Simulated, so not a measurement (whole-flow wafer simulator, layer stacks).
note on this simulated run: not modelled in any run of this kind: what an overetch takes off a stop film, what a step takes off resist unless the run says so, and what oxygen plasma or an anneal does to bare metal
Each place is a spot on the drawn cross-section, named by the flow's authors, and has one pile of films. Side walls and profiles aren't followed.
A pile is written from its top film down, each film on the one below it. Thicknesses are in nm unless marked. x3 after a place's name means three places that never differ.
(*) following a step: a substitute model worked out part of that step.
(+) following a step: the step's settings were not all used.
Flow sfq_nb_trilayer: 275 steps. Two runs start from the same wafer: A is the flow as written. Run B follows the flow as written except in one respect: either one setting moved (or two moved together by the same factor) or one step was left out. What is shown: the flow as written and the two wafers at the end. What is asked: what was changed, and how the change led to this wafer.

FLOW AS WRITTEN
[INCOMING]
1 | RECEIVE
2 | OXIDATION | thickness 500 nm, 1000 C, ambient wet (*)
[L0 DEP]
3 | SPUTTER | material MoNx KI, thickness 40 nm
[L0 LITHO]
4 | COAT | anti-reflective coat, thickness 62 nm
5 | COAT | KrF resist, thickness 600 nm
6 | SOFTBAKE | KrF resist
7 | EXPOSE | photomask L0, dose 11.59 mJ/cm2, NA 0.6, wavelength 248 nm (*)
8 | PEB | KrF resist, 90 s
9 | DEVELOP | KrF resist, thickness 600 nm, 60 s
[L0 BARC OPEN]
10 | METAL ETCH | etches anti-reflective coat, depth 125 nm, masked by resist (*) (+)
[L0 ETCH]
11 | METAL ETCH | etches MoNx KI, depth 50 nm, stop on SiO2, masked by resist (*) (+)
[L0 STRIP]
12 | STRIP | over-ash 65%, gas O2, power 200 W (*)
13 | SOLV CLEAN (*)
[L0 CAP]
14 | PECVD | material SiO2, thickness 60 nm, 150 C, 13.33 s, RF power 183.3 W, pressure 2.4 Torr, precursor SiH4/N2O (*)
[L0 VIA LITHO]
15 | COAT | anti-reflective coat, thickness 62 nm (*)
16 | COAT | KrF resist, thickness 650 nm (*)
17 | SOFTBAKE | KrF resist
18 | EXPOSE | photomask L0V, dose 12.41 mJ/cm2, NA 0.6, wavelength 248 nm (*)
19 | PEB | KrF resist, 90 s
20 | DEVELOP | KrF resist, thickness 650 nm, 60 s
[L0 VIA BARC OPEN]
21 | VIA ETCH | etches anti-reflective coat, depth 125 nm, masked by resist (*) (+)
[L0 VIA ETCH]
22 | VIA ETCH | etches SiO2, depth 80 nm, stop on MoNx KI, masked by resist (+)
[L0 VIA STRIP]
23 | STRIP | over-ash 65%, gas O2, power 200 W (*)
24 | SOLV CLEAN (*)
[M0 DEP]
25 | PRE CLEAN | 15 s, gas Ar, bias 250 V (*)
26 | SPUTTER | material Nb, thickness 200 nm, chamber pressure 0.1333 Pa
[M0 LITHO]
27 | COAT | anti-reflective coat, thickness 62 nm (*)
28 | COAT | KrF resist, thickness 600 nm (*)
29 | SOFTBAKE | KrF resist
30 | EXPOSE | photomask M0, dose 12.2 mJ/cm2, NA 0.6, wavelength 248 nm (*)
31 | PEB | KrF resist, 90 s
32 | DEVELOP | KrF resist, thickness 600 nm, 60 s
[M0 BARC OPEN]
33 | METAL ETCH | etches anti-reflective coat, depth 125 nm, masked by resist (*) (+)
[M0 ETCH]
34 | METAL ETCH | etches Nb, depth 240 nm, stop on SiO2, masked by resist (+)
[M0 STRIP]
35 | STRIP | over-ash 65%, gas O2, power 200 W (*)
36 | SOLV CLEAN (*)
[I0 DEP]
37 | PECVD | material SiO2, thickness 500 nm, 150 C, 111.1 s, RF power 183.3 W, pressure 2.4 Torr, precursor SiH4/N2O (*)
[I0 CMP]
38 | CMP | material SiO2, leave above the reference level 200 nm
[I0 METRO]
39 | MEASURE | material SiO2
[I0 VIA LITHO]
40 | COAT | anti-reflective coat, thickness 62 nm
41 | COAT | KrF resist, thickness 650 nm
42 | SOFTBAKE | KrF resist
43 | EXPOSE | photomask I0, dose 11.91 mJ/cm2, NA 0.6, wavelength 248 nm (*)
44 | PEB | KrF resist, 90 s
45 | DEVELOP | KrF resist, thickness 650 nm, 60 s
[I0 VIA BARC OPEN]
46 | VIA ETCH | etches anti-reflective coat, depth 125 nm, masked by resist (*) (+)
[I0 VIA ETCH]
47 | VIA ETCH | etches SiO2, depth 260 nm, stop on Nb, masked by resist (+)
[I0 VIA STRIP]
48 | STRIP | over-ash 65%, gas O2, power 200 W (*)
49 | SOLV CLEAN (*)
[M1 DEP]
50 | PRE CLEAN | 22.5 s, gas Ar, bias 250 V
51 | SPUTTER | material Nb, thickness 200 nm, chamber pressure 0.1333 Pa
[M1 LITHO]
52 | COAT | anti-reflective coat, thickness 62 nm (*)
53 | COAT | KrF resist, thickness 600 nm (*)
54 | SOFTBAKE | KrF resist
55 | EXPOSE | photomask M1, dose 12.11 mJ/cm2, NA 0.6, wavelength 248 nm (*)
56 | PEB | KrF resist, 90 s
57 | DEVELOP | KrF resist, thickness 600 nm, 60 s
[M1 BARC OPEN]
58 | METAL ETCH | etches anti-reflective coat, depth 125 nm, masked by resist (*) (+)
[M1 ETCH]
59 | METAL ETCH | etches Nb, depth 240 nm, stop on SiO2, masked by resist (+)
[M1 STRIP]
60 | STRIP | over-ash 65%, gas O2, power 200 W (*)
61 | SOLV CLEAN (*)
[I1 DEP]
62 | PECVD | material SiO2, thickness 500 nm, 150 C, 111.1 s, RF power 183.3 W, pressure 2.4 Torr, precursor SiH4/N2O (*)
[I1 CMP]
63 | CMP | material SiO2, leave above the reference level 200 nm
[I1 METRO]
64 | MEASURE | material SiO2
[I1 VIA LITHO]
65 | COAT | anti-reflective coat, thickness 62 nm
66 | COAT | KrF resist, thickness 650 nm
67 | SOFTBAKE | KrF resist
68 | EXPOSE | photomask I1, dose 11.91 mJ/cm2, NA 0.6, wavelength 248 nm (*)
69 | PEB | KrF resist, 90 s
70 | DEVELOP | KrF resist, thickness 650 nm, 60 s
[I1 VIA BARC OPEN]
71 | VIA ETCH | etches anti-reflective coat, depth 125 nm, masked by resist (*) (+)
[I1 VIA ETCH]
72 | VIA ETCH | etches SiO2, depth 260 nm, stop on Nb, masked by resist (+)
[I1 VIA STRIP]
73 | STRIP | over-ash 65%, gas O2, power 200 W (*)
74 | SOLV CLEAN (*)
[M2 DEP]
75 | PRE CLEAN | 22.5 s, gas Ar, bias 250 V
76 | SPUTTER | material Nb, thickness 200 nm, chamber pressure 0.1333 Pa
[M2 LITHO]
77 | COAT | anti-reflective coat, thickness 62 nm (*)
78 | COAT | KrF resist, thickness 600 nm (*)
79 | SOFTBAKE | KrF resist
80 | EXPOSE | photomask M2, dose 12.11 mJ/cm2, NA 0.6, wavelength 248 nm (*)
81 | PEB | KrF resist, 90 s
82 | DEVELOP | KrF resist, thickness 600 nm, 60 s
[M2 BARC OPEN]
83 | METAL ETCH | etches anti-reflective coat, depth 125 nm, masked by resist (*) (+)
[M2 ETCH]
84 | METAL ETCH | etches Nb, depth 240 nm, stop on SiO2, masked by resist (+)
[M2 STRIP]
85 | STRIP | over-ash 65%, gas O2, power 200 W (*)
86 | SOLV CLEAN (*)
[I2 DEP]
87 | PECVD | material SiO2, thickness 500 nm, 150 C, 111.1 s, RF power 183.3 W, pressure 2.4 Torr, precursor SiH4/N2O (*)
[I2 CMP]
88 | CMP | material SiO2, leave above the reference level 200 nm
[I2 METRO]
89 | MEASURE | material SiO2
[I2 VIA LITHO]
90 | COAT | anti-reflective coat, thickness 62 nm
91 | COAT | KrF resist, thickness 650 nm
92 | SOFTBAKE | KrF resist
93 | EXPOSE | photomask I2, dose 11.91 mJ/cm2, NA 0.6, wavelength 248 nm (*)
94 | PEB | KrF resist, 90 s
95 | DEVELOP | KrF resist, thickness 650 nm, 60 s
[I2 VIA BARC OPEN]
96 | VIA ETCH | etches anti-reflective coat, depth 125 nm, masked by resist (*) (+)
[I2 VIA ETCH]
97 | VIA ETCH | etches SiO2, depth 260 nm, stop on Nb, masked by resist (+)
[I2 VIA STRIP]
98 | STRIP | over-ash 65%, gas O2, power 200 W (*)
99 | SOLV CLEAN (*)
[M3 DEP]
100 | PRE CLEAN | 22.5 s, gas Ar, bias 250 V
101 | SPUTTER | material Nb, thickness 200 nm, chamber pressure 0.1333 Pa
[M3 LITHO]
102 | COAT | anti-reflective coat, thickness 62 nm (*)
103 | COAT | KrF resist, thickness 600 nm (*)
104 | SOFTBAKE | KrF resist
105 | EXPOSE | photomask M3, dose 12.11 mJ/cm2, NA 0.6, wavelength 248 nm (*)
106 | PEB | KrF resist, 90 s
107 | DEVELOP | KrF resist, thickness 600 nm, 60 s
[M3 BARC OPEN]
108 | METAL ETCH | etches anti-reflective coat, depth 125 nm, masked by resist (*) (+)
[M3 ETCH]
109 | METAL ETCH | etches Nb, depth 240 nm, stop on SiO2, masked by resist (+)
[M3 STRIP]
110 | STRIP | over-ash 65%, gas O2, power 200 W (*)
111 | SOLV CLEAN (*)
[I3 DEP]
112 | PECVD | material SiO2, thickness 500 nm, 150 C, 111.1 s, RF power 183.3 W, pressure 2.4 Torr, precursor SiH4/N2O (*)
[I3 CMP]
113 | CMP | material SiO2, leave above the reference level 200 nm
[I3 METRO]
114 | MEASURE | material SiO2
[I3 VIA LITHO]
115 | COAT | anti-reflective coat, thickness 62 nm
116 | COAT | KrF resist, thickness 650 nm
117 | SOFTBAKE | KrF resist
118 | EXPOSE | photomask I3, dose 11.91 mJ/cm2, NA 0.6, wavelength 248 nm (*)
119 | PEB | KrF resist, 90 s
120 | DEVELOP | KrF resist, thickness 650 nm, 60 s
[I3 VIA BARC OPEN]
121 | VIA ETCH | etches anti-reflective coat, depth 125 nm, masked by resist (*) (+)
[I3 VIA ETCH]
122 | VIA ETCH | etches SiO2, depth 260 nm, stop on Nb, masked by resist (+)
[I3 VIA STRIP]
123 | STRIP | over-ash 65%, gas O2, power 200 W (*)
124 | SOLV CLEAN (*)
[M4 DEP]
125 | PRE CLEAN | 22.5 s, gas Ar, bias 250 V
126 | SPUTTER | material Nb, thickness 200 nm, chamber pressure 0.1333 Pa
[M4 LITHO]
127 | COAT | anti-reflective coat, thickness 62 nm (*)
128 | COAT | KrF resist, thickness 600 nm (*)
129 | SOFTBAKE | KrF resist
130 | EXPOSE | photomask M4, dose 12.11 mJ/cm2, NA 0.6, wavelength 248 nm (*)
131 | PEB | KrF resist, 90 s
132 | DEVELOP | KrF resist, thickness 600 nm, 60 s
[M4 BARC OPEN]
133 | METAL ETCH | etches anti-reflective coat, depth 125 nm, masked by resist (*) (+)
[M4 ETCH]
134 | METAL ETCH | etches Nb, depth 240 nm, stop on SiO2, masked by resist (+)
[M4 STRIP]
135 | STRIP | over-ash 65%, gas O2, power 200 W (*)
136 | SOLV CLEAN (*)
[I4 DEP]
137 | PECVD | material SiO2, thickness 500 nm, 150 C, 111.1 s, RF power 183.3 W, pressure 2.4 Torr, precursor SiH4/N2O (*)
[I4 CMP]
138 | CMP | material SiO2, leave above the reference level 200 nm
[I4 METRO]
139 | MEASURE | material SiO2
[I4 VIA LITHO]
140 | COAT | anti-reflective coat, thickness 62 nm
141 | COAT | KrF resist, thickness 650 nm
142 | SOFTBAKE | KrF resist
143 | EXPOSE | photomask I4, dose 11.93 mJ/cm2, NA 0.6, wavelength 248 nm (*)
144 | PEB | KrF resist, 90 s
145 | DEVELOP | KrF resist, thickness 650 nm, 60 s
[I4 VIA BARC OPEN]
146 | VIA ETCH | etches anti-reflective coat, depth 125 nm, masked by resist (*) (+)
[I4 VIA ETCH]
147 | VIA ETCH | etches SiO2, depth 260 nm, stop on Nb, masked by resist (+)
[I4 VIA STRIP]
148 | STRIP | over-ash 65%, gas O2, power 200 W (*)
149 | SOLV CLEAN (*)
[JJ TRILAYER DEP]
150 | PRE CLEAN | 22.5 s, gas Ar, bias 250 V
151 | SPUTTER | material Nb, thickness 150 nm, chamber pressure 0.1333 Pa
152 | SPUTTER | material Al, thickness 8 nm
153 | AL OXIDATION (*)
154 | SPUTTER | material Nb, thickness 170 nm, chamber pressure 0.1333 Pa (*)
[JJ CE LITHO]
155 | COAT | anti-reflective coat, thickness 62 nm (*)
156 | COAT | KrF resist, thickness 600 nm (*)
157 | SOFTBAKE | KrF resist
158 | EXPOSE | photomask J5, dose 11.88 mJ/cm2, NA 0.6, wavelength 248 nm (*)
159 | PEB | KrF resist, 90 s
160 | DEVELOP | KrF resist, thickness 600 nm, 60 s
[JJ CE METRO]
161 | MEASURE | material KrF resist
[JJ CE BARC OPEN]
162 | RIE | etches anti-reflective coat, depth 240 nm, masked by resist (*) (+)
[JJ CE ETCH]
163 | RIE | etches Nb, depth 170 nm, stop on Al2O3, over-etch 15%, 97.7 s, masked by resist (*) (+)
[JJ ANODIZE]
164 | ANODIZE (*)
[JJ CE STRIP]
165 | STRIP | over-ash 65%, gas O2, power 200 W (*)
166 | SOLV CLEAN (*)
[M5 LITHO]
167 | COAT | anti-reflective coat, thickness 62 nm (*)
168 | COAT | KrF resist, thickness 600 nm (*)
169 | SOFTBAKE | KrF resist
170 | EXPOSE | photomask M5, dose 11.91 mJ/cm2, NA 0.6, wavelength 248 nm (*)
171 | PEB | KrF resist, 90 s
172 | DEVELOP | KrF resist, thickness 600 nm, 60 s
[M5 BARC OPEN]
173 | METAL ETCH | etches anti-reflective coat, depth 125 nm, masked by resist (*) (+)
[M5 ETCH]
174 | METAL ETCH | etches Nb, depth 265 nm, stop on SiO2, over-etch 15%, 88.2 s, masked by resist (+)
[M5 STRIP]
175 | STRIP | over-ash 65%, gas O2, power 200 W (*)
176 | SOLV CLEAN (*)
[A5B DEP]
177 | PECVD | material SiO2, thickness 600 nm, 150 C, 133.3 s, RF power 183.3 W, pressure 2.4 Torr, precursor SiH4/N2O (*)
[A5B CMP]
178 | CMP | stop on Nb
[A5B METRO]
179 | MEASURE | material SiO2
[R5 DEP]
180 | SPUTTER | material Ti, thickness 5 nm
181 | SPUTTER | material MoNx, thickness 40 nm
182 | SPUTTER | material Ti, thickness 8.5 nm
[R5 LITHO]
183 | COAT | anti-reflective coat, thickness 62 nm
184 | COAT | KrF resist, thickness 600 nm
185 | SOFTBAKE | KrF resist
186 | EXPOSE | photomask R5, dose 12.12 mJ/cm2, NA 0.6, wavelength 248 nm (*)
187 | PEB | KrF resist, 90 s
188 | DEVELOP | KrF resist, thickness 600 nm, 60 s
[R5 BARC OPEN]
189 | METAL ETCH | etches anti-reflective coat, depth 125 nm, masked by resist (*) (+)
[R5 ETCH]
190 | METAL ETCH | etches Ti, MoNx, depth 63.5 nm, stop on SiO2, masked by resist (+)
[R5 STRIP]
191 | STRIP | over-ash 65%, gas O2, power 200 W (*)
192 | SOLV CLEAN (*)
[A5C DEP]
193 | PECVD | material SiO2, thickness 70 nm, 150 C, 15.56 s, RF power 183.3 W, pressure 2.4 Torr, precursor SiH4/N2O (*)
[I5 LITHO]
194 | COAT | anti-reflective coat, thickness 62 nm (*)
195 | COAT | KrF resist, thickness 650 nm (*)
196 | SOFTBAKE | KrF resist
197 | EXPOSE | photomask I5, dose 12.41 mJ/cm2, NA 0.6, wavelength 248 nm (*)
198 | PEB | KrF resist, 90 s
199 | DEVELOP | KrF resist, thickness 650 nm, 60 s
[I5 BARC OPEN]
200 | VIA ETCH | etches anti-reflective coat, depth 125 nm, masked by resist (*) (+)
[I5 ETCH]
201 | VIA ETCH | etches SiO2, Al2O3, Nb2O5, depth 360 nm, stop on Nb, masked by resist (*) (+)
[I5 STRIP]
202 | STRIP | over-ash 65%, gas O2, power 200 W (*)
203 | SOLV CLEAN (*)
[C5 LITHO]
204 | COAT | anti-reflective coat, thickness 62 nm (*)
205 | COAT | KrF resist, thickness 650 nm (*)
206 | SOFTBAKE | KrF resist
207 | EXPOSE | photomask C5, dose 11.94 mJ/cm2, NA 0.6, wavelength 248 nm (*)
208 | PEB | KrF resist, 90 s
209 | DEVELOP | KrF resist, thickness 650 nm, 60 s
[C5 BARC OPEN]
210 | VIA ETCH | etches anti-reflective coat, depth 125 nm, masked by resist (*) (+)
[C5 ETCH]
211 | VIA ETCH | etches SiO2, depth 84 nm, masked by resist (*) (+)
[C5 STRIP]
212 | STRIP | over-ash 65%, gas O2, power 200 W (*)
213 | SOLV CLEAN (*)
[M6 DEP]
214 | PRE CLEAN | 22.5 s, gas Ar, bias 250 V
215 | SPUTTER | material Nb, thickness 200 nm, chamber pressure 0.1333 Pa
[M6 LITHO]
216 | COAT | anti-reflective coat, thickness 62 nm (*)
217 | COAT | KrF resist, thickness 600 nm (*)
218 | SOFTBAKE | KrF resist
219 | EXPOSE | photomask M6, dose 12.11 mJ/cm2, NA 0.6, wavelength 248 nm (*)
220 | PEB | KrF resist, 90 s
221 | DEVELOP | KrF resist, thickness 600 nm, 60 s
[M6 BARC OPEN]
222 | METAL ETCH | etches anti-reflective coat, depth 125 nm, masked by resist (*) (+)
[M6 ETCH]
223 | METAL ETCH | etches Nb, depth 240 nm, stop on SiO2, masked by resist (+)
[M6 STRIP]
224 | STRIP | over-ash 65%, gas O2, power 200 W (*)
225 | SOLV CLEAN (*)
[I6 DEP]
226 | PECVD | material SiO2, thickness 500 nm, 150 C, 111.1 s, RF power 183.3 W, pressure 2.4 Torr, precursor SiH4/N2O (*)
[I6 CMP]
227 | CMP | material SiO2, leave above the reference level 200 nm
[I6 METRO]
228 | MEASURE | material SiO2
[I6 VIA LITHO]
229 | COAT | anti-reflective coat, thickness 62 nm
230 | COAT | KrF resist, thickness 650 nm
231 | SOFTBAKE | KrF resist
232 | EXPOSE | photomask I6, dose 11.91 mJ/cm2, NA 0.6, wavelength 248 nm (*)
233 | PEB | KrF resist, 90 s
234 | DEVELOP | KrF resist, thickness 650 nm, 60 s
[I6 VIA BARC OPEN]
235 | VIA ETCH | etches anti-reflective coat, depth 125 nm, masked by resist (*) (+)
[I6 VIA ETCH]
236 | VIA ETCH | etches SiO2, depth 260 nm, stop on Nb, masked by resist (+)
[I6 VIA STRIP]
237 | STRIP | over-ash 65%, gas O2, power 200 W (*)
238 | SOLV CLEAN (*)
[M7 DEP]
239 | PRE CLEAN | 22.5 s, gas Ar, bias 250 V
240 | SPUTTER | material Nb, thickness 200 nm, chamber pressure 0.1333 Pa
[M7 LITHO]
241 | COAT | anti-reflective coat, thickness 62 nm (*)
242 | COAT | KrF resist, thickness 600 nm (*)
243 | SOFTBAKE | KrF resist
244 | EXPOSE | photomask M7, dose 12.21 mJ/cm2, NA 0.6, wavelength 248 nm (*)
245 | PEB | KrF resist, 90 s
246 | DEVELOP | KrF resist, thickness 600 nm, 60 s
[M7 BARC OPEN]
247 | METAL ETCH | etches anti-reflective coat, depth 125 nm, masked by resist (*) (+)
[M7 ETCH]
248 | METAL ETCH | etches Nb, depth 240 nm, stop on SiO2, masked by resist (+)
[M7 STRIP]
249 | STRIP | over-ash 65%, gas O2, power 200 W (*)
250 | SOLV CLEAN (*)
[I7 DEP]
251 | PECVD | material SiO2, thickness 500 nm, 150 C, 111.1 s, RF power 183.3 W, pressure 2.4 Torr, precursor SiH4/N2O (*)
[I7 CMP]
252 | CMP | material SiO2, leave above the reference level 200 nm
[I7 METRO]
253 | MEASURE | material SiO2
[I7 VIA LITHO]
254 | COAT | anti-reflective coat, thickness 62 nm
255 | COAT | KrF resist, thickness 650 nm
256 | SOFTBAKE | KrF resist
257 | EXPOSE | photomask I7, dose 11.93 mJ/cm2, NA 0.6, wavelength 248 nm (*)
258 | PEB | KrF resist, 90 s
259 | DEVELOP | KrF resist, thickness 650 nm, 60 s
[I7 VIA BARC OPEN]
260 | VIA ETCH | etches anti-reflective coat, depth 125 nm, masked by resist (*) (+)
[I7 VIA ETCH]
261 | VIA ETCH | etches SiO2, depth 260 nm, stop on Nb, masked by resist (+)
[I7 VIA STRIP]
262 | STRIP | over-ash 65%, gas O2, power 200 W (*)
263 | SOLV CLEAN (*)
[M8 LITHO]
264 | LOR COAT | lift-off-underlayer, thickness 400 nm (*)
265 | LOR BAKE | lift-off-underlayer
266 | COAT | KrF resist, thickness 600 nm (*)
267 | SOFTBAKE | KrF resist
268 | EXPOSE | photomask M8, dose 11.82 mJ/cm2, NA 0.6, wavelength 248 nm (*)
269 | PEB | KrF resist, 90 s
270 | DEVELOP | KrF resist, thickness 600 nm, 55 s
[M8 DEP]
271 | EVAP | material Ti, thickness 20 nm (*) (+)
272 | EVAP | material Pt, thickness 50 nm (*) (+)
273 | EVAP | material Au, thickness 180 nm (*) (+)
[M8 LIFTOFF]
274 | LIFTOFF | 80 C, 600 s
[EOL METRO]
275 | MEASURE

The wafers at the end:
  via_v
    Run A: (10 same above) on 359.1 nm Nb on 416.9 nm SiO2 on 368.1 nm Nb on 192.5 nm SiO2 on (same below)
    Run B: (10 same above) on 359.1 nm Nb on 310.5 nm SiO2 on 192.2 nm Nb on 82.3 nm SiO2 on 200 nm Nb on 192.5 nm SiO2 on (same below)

The reason: step 72, VIA ETCH: depth 110 nm was run, while the flow as written has depth 260 nm.

How this came from the change, step by step:
  72 | VIA ETCH | etches SiO2, depth 260 nm, stop on Nb, masked by resist (+)
      via_v: A -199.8 SiO2 (all of it) | B -110 SiO2
      field_l, v_sur, via_wl and 102 more: A -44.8 KrF resist | B -19 KrF resist
  73 | STRIP | over-ash 65%, gas O2, power 200 W (*)
      field_l, v_sur, via_wl and 102 more: A -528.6 KrF resist (all of it), -62 anti-reflective coat (all of it) | B -554.5 KrF resist (all of it), -62 anti-reflective coat (all of it)
  75 | PRE CLEAN | 22.5 s, gas Ar, bias 250 V
      via_v: A -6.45 Nb | B -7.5 SiO2
  76 | SPUTTER | material Nb, thickness 200 nm, chamber pressure 0.1333 Pa
      via_v: A +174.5 Nb | B +192.2 Nb (new film)
  77 | COAT | anti-reflective coat, thickness 62 nm (*)
      via_sp: A +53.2 anti-reflective coat (new film) | B +51.8 anti-reflective coat (new film)
      via_v: A +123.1 anti-reflective coat (new film) | B +107.7 anti-reflective coat (new film)
      (also at 1 further place)
  78 | COAT | KrF resist, thickness 600 nm (*)
      via_v: A +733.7 KrF resist (new film) | B +656.3 KrF resist (new film)
  85 | STRIP | over-ash 65%, gas O2, power 200 W (*)
      via_sp: A -374.4 KrF resist (all of it), -53.2 anti-reflective coat (all of it) | B -382.6 KrF resist (all of it), -51.8 anti-reflective coat (all of it)
      via_v: A -515.8 KrF resist (all of it), -123.1 anti-reflective coat (all of it) | B -438.6 KrF resist (all of it), -107.7 anti-reflective coat (all of it)
      (also at 1 further place)
  87 | PECVD | material SiO2, thickness 500 nm, 150 C, 111.1 s, RF power 183.3 W, pressure 2.4 Torr, precursor SiH4/N2O (*)
      via_v: A +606 SiO2 (new film) | B +500 SiO2 (new film)
Taking metal films that touch as one body, via_v has 7 bodies (between them, from the top down: SiO2 437.8; SiO2 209 / Al2O3 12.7 / Nb2O5 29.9; SiO2 425.9; SiO2 310.5; SiO2 82.3; SiO2 192.5); the flow as written gives 6 bodies (between them, from the top down: SiO2 437.8; SiO2 209 / Al2O3 12.7 / Nb2O5 29.9; SiO2 425.9; SiO2 416.9; SiO2 192.5).
